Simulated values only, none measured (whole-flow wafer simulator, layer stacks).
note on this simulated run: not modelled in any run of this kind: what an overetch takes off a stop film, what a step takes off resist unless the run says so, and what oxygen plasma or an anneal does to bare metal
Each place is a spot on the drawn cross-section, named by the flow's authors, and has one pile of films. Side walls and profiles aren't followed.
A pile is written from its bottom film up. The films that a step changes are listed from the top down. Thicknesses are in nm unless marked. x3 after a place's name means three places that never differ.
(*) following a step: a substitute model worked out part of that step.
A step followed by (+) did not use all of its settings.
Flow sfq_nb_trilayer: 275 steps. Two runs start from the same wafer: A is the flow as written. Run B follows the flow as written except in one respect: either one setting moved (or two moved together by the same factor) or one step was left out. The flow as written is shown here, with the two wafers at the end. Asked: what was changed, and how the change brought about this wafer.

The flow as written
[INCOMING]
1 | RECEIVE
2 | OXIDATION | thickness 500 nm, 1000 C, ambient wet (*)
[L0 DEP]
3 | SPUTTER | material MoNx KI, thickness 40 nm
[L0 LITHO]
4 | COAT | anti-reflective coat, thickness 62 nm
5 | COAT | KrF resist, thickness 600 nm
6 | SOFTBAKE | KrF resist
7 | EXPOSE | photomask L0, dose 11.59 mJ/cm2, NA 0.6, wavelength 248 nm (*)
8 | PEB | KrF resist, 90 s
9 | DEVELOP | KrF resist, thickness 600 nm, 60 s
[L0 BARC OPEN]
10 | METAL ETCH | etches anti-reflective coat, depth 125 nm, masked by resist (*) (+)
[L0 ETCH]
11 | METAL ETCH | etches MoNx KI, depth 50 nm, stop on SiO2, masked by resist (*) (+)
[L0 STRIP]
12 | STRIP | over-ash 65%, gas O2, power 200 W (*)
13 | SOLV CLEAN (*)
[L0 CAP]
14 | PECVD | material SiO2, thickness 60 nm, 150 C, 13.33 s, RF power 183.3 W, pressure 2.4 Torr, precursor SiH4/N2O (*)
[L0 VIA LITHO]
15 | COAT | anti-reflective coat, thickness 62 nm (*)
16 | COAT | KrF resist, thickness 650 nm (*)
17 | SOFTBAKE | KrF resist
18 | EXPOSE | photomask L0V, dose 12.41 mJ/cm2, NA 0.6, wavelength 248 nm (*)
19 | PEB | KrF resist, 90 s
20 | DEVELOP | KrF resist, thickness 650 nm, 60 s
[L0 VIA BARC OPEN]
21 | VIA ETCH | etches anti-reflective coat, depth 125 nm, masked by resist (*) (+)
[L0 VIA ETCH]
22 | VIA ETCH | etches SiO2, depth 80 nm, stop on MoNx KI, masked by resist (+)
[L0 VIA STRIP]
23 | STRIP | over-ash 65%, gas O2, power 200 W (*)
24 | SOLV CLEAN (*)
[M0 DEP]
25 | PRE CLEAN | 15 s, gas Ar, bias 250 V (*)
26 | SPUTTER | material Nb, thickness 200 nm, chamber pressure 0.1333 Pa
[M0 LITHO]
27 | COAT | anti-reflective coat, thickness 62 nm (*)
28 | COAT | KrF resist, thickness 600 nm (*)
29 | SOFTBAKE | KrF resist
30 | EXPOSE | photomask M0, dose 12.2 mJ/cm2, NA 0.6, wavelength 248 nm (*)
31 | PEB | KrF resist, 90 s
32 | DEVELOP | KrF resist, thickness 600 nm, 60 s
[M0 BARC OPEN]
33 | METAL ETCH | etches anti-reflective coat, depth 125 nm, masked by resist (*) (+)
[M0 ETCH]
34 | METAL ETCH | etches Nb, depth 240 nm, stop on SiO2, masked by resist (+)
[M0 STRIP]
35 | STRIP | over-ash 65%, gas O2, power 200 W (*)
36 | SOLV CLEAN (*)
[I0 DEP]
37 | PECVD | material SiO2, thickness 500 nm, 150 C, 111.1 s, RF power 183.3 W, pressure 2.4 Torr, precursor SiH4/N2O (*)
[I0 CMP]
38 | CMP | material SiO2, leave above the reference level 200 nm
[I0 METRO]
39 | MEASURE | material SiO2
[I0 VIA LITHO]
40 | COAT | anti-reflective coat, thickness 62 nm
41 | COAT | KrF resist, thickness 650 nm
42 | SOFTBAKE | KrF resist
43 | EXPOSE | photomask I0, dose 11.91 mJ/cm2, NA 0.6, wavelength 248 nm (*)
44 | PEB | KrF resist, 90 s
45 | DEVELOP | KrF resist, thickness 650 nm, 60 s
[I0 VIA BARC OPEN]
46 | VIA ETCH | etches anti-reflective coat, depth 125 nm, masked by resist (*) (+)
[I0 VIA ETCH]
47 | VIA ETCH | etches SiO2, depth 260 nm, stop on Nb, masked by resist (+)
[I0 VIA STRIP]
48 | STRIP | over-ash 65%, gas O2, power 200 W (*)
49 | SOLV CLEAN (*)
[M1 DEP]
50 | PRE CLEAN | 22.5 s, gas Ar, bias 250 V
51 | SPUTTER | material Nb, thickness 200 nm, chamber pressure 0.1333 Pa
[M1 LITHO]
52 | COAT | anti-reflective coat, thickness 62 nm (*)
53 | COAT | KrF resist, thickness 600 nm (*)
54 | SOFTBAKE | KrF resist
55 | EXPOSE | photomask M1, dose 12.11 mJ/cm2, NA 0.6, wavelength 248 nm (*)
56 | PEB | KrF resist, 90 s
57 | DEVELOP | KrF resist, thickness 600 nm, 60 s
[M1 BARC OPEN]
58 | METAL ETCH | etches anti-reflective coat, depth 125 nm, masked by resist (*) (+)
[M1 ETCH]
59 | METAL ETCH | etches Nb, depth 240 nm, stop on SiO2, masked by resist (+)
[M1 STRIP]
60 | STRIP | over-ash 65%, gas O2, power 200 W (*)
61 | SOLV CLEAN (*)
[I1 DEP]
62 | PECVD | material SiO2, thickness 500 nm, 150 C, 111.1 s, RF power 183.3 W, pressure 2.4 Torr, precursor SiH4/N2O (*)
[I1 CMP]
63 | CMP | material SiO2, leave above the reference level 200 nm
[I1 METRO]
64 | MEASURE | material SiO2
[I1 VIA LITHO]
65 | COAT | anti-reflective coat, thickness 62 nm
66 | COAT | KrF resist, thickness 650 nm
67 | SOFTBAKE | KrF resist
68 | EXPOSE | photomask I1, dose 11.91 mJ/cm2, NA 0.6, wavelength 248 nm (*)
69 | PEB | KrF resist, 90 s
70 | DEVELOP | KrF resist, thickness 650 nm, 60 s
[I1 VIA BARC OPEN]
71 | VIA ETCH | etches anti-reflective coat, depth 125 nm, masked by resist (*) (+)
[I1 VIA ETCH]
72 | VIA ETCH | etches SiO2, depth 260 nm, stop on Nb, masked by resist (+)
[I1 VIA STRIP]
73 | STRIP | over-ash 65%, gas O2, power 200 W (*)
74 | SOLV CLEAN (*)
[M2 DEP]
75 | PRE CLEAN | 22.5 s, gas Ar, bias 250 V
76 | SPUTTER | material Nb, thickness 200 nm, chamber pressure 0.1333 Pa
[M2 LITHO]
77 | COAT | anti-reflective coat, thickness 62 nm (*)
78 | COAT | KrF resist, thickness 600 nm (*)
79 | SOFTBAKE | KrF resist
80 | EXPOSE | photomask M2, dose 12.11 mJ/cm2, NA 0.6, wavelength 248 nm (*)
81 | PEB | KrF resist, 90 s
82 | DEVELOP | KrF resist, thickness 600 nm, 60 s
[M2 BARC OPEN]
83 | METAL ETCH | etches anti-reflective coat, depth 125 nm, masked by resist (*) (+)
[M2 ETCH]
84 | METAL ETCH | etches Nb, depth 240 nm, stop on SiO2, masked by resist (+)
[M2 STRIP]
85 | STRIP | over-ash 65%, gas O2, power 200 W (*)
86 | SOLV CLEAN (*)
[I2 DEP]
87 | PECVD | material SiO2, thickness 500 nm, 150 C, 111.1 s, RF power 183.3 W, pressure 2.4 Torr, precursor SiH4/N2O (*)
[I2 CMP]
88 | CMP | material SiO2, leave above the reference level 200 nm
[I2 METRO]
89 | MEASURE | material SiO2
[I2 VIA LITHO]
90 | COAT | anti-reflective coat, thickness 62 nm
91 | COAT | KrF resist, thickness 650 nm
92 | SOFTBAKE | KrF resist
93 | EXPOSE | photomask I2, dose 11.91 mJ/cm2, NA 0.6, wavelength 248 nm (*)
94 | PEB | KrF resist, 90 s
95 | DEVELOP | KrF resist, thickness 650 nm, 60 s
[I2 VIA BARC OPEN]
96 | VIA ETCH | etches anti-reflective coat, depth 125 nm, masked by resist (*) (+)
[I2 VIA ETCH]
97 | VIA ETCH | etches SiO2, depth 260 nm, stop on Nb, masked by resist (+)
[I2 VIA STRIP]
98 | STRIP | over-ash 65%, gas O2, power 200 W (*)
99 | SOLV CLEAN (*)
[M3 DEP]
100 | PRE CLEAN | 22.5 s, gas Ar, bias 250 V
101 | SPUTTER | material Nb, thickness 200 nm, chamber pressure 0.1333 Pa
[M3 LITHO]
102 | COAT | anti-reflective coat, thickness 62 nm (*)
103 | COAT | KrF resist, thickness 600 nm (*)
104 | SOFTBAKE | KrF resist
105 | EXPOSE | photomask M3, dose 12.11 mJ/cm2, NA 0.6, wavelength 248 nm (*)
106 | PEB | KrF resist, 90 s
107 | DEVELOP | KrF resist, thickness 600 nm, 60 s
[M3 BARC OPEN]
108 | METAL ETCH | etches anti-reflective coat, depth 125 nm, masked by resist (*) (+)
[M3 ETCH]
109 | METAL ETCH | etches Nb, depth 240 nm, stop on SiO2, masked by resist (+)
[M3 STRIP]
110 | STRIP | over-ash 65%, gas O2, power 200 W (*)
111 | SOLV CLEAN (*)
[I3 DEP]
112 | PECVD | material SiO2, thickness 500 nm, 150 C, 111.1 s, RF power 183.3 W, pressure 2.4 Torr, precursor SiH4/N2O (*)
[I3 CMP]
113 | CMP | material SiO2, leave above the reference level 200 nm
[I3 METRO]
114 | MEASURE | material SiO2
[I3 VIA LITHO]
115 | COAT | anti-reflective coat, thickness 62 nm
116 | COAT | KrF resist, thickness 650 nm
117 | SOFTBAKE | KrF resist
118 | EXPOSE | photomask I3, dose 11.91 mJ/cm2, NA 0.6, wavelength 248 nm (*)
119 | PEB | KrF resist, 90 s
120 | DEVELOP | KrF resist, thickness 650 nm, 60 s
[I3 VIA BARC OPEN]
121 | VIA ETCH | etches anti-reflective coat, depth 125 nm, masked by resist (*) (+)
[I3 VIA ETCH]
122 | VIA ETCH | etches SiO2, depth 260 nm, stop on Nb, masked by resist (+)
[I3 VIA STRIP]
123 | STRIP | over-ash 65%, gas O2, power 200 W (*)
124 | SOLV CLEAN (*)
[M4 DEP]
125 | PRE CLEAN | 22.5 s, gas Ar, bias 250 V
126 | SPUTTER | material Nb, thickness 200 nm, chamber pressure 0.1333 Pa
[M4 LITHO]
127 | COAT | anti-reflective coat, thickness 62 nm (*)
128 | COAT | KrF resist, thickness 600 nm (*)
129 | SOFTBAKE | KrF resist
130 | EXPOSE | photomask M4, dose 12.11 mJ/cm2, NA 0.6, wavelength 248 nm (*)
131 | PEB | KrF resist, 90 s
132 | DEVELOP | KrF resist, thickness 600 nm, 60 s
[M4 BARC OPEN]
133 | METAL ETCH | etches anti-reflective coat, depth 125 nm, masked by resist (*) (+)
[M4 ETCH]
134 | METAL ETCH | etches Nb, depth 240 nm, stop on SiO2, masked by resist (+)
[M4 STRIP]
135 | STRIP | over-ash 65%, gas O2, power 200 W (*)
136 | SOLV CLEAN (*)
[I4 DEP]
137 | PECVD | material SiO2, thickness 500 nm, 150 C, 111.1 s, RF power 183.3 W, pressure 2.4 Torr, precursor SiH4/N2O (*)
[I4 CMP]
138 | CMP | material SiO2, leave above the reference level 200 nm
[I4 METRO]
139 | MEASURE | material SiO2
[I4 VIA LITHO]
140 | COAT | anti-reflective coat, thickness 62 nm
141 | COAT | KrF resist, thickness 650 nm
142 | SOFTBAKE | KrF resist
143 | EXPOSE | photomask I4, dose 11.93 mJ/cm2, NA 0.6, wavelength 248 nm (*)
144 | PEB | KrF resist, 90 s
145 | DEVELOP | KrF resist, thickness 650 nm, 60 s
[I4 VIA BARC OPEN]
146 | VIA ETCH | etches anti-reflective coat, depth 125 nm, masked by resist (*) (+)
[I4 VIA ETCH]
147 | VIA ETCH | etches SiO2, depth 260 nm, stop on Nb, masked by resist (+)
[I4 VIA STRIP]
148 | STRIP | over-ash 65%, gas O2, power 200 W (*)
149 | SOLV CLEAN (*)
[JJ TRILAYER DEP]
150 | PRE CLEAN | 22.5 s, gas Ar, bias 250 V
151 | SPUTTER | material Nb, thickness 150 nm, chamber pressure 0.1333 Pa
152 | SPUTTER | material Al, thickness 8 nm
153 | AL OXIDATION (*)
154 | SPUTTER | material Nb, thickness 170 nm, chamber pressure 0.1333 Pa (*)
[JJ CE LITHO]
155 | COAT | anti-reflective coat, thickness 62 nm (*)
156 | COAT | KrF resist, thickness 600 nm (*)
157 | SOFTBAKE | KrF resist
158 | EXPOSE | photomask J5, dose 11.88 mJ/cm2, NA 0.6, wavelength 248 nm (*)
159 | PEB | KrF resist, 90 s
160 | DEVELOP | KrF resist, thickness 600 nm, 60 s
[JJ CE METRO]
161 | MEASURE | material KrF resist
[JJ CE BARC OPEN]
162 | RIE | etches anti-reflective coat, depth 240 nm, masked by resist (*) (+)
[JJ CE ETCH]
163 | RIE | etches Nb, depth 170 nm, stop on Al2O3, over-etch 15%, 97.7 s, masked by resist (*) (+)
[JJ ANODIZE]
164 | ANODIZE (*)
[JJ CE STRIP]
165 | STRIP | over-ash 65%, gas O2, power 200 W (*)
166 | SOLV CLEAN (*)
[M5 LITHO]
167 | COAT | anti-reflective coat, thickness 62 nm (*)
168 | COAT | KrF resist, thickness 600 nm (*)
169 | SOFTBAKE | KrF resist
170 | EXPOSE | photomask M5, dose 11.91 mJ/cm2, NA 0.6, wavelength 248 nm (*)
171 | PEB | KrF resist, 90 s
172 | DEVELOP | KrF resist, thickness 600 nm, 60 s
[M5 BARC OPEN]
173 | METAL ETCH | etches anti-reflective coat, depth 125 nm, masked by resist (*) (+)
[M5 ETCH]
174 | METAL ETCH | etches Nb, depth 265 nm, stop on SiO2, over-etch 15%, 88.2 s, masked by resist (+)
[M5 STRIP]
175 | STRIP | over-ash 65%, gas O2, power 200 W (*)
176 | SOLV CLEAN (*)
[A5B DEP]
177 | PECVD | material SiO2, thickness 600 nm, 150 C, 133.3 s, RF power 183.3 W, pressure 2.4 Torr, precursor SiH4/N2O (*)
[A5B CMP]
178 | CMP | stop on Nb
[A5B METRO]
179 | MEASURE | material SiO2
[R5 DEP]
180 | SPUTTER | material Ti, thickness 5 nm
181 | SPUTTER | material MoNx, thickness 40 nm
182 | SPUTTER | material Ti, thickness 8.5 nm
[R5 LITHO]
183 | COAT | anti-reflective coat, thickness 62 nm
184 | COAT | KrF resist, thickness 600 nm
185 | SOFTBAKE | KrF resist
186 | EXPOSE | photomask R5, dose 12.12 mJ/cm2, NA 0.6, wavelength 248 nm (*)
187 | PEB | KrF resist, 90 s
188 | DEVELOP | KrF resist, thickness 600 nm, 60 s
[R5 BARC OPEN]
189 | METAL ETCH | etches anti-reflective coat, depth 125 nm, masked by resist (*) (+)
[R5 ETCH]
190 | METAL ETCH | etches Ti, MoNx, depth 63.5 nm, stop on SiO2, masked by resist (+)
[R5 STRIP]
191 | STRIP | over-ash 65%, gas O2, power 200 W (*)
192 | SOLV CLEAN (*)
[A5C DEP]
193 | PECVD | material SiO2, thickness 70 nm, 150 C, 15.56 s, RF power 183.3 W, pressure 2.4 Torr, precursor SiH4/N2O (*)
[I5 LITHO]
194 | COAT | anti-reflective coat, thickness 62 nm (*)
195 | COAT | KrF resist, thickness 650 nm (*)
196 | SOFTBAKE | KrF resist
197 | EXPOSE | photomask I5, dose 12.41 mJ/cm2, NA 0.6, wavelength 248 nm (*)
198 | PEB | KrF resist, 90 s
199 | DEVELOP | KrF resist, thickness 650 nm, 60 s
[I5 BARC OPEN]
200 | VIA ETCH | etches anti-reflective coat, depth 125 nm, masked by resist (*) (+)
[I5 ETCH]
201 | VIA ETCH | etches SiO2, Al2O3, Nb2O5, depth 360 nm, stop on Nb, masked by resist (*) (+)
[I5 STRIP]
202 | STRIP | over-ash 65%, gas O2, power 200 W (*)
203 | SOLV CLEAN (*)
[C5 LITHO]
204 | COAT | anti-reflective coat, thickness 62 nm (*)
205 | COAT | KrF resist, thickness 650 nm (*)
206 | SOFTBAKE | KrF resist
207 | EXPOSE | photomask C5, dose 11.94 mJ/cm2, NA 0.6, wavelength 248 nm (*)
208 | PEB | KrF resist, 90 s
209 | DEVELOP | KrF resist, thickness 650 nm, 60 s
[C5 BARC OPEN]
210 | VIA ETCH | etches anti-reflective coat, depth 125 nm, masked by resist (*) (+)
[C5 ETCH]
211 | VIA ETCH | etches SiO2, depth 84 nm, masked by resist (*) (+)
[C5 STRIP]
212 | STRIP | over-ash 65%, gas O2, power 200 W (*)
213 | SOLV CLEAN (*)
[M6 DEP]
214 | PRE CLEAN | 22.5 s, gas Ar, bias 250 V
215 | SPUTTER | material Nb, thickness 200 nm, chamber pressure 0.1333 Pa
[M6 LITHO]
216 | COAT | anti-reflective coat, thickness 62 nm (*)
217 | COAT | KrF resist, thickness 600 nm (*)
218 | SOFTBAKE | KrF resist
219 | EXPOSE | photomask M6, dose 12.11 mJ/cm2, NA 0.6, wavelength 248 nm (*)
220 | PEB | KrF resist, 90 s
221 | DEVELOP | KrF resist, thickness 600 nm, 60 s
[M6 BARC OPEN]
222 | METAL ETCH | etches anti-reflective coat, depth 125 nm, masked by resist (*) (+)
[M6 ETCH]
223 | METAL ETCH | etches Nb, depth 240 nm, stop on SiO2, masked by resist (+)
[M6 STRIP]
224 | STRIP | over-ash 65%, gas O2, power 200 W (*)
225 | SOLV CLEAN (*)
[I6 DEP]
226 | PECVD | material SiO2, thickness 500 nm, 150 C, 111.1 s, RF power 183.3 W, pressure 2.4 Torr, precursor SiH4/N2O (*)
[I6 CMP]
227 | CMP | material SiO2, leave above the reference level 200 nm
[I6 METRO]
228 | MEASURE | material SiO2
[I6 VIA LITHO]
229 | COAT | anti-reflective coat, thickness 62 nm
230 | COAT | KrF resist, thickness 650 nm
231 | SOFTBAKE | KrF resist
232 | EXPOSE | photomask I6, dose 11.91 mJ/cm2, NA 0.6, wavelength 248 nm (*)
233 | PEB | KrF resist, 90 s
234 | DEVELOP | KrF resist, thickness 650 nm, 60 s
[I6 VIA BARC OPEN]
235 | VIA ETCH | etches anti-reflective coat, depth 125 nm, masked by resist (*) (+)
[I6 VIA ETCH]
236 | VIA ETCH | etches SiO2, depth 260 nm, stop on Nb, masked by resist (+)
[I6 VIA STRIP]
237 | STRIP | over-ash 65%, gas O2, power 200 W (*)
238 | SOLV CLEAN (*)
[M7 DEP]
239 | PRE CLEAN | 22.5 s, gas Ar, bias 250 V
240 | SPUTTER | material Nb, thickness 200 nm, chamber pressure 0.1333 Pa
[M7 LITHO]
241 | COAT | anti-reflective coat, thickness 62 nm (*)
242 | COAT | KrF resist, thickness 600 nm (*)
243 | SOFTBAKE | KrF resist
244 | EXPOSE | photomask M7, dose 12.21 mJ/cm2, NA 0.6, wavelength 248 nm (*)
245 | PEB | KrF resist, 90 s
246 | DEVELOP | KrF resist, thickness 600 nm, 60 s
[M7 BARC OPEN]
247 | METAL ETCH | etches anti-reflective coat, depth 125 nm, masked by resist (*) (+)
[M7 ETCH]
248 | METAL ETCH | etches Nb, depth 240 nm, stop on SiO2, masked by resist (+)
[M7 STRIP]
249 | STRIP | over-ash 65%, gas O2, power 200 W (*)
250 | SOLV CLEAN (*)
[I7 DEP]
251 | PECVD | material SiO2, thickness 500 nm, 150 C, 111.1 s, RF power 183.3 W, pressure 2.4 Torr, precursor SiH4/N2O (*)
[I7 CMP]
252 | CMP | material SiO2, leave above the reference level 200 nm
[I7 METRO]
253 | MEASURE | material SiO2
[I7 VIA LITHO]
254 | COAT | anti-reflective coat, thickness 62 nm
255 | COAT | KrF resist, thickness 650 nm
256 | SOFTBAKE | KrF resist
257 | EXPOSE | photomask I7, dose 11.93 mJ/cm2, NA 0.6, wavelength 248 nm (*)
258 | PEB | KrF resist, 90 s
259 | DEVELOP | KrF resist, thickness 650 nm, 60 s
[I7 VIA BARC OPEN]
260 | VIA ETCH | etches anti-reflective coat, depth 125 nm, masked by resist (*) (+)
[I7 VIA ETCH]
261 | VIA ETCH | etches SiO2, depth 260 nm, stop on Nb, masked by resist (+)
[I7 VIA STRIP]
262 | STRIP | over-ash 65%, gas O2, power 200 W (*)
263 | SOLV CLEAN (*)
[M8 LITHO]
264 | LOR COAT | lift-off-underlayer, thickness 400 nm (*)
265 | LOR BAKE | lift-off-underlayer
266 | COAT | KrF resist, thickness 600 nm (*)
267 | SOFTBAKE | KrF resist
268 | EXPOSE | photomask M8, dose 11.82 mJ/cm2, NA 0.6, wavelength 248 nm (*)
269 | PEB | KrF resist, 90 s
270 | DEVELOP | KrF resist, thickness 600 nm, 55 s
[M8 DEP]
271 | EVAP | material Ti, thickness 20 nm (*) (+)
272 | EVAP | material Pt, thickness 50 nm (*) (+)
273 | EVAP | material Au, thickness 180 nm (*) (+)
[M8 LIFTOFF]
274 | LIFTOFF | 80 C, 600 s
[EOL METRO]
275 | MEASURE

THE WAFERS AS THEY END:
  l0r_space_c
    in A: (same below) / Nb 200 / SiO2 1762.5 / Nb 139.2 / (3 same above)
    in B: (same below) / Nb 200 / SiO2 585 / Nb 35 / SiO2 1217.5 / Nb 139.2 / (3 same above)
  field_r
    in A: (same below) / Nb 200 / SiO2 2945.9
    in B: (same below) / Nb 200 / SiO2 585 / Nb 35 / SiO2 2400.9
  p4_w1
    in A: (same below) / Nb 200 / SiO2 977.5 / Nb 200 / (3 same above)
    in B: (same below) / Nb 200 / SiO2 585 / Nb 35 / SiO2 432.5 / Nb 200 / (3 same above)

What caused this: step 76, SPUTTER: thickness 275 nm was run, whereas the flow has thickness 200 nm.

The path from the change to this, step by step:
  76 | SPUTTER | material Nb, thickness 200 nm, chamber pressure 0.1333 Pa
      field_l, v_sur, via_wl and 102 more: A +200 Nb (new film) | B +275 Nb (new film)
      via_v: A +174.5 Nb | B +241 Nb
  84 | METAL ETCH | etches Nb, depth 240 nm, stop on SiO2, masked by resist (+)
      field_l, be, be_sur and 81 more: A -200 Nb (all of it) | B -240 Nb
  87 | PECVD | material SiO2, thickness 500 nm, 150 C, 111.1 s, RF power 183.3 W, pressure 2.4 Torr, precursor SiH4/N2O (*)
      field_l, be, be_sur and 81 more: A +500 SiO2 | B +500 SiO2 (new film)
      via_v: A +606 SiO2 (new film) | B +590 SiO2 (new film)
  88 | CMP | material SiO2, leave above the reference level 200 nm
      field_l, be, be_sur and 81 more: A -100 SiO2 | B -60 SiO2
      via_v: A -181.6 SiO2 | B -157.1 SiO2
If metal films that touch count as one body, l0r_space_c has 3 bodies (between them, from the top down: SiO2 1217.5; SiO2 585); the flow as written gives 2 bodies (between them, from the top down: SiO2 1762.5).
If metal films that touch count as one body, field_r has 2 bodies (between them, from the top down: SiO2 585); the flow as written gives 1 body.
If metal films that touch count as one body, p4_w1 has 4 bodies (between them, from the top down: SiO2 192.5; SiO2 432.5; SiO2 585); the flow as written gives 3 bodies (between them, from the top down: SiO2 192.5; SiO2 977.5).
